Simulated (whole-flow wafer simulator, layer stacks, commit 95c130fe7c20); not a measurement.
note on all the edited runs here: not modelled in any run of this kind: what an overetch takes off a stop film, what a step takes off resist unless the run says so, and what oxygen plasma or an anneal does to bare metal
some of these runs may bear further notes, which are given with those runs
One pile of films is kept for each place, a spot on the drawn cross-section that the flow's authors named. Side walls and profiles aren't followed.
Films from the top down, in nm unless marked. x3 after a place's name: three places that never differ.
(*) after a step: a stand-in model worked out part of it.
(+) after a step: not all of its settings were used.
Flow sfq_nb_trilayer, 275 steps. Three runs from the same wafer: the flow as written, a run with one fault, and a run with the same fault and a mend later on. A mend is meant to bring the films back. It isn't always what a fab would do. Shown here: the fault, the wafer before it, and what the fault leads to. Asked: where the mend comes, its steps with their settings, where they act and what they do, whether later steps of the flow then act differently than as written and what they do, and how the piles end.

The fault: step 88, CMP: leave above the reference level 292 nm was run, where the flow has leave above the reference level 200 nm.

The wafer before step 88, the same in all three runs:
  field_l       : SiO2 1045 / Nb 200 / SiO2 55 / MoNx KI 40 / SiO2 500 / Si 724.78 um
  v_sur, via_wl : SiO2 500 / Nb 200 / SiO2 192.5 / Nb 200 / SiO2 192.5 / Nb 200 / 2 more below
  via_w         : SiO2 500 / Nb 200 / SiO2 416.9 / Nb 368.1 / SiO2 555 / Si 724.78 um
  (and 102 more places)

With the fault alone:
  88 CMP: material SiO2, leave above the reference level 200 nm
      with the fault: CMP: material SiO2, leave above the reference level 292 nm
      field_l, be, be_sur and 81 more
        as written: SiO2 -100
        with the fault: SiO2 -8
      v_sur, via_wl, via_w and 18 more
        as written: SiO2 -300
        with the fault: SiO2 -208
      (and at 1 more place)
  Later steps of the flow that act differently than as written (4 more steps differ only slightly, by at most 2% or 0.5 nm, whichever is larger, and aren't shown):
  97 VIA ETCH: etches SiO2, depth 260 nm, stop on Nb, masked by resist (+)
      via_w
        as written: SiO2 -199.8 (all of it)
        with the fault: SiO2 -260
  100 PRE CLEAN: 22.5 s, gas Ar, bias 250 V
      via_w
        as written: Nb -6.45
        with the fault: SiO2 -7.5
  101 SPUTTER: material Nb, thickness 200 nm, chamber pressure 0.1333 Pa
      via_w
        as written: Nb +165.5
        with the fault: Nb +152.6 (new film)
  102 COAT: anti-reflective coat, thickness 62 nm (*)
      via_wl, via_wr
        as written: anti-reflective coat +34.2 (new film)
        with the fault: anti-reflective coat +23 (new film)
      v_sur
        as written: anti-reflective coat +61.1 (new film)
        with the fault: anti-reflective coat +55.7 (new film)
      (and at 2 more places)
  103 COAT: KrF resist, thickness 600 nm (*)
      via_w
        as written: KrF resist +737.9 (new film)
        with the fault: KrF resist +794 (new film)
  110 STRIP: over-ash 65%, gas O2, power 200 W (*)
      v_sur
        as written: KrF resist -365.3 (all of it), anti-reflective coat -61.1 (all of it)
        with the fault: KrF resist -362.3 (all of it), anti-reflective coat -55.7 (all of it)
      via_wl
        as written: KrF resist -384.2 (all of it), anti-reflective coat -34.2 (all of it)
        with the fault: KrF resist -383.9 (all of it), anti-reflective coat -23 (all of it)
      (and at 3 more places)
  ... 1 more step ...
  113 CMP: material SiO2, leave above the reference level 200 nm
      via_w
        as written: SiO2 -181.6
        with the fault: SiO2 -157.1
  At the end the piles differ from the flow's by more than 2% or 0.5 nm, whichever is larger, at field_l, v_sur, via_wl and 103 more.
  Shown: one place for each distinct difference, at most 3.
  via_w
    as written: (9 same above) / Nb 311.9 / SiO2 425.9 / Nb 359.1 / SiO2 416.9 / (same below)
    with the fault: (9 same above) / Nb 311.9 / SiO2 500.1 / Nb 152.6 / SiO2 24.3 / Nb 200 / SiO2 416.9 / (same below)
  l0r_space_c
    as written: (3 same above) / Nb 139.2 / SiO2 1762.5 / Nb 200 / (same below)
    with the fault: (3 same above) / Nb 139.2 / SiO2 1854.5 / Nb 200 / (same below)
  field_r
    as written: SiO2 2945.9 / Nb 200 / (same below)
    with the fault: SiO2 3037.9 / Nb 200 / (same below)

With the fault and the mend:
  The mend comes after step 95.
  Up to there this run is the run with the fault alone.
  95a STRIP: over-ash 65%, gas O2, power 200 W (*)
      field_l, v_sur, via_wl and 102 more
        KrF resist -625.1 (all of it), anti-reflective coat -62 (all of it)
      via_w
        anti-reflective coat -62 (all of it)
  95b CMP: material SiO2, leave above the reference level 200 nm (the flow's step 88 once more)
      field_l, v_sur, via_wl and 103 more
        SiO2 -92
  95c COAT: anti-reflective coat, thickness 62 nm (the flow's step 90 once more)
      field_l, v_sur, via_wl and 103 more
        anti-reflective coat +62 (new film)
  95d COAT: KrF resist, thickness 650 nm (the flow's step 91 once more)
      field_l, v_sur, via_wl and 103 more
        KrF resist +650 (new film)
  95e SOFTBAKE: KrF resist (the flow's step 92 once more)
      changes no film at any place that is followed
  95f EXPOSE: photomask I2, dose 11.91 mJ/cm2, NA 0.6, wavelength 248 nm (*) (the flow's step 93 once more)
      changes no film at any place that is followed
  95g PEB: KrF resist, 90 s (the flow's step 94 once more)
      field_l, v_sur, via_wl and 103 more
        KrF resist -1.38
  95h DEVELOP: KrF resist, thickness 650 nm, 60 s (the flow's step 95 once more)
      field_l, v_sur, via_wl and 102 more
        KrF resist -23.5
      via_w
        KrF resist -648.6 (all of it)
  No later step of the flow acts differently than as written at any place that is followed.
  At the end the piles are the same as the flow's at every place that both follow.
